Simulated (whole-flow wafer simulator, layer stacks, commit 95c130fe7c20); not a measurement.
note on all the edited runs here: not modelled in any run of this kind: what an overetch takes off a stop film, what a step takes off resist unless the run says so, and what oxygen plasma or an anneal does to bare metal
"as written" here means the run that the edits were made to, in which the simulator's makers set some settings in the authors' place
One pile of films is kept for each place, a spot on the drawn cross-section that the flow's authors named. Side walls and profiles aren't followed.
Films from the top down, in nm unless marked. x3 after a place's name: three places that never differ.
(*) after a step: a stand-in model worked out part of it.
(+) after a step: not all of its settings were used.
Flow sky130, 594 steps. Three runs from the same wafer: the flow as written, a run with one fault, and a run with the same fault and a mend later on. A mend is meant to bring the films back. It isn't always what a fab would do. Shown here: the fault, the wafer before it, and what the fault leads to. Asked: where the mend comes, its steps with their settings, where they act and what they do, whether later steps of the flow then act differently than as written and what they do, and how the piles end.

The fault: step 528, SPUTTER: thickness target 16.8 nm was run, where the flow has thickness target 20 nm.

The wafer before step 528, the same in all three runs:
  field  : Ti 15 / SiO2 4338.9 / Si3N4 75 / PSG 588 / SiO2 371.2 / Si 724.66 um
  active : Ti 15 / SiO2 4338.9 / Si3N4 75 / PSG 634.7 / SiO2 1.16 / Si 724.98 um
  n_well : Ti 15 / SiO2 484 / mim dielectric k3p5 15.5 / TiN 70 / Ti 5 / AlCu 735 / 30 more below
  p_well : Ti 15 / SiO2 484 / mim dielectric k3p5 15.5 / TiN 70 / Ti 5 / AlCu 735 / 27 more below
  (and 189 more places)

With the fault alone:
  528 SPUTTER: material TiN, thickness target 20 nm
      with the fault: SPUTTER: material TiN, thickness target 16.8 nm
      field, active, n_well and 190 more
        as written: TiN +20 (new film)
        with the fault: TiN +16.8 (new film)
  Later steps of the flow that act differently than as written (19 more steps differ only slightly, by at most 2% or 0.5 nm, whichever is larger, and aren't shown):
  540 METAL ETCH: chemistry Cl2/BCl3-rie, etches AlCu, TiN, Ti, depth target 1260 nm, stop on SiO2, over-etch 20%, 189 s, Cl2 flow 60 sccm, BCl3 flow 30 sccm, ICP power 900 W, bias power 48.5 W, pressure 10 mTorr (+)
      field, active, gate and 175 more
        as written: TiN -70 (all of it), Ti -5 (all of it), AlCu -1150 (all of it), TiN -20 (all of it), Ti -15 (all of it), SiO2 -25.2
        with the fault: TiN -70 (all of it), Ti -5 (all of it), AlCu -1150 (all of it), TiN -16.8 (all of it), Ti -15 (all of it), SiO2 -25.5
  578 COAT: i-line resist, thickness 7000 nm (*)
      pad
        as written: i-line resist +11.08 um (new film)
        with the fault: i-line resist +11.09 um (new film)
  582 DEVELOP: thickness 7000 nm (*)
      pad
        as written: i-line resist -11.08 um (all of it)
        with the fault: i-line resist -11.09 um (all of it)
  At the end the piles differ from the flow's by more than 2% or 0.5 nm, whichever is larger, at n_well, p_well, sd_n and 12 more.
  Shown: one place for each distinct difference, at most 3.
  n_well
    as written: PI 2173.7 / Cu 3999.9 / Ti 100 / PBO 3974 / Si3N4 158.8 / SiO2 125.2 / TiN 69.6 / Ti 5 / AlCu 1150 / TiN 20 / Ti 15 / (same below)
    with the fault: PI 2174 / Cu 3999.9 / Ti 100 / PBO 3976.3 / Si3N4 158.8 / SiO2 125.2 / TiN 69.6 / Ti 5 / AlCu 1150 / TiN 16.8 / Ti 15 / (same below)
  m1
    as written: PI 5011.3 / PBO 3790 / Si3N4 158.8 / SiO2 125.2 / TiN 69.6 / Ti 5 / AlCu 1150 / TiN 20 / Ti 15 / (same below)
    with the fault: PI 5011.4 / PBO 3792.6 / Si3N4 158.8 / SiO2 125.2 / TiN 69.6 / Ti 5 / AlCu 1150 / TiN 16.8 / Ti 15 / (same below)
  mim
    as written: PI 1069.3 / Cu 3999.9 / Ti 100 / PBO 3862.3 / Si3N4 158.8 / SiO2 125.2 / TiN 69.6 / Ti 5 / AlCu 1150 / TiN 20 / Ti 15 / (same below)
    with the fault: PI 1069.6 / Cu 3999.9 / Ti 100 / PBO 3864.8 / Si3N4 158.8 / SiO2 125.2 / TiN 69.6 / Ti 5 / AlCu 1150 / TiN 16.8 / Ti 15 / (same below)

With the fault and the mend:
  The mend comes after step 528.
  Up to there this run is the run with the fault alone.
  528a SPUTTER: material TiN, thickness target 3.2 nm (the flow's step 528 once more, with other settings)
      field, active, n_well and 190 more
        TiN +3.2
  No later step of the flow acts differently than as written at any place that is followed.
  At the end the piles are the same as the flow's at every place that both follow.
